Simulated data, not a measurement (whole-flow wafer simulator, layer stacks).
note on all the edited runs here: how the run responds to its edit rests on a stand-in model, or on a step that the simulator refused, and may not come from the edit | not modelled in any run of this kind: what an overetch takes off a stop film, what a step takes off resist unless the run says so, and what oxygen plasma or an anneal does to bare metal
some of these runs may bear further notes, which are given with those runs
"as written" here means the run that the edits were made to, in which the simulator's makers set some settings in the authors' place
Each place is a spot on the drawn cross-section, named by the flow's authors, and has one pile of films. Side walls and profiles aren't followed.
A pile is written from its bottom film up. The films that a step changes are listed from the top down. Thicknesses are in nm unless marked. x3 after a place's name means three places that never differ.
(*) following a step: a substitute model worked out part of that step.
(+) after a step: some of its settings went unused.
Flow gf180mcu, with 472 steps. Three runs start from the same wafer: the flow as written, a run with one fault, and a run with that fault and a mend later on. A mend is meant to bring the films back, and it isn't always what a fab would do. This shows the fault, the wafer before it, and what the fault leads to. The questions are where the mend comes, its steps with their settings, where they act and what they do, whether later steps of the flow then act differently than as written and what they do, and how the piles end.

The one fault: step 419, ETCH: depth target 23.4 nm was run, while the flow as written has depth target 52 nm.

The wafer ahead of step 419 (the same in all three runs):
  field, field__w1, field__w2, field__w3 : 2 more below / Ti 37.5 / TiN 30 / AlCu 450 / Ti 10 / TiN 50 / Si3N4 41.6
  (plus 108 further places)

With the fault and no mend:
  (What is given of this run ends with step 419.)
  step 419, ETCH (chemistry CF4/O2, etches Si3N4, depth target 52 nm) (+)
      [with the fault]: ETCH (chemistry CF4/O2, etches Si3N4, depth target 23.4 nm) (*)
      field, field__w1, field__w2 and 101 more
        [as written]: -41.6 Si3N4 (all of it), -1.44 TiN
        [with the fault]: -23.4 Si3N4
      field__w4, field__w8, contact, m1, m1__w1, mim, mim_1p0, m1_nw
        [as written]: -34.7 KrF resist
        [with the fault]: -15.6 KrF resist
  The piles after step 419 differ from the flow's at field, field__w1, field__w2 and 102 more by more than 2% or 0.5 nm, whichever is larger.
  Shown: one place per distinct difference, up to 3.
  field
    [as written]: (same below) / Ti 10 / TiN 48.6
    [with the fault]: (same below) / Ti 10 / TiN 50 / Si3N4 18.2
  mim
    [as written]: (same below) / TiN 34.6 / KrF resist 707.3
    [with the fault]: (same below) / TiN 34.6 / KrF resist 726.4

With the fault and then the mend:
  After step 419 comes the mend.
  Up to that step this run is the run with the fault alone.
  step 419a, ETCH (chemistry CF4/O2, etches Si3N4, depth target 28.6 nm) (*) (+) (a further turn of the flow's step 419, with different settings)
      field, field__w1, field__w2 and 101 more
        -18.2 Si3N4 (all of it), -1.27 TiN
      field__w4, field__w8, contact, m1, m1__w1, mim, mim_1p0, m1_nw
        -18.2 KrF resist
  None of the later steps of the flow differs from how it acts as written, at any place that is followed, by more than 2% or 0.5 nm, whichever is larger.
  By the end, the piles equal the flow's at every place that both follow.
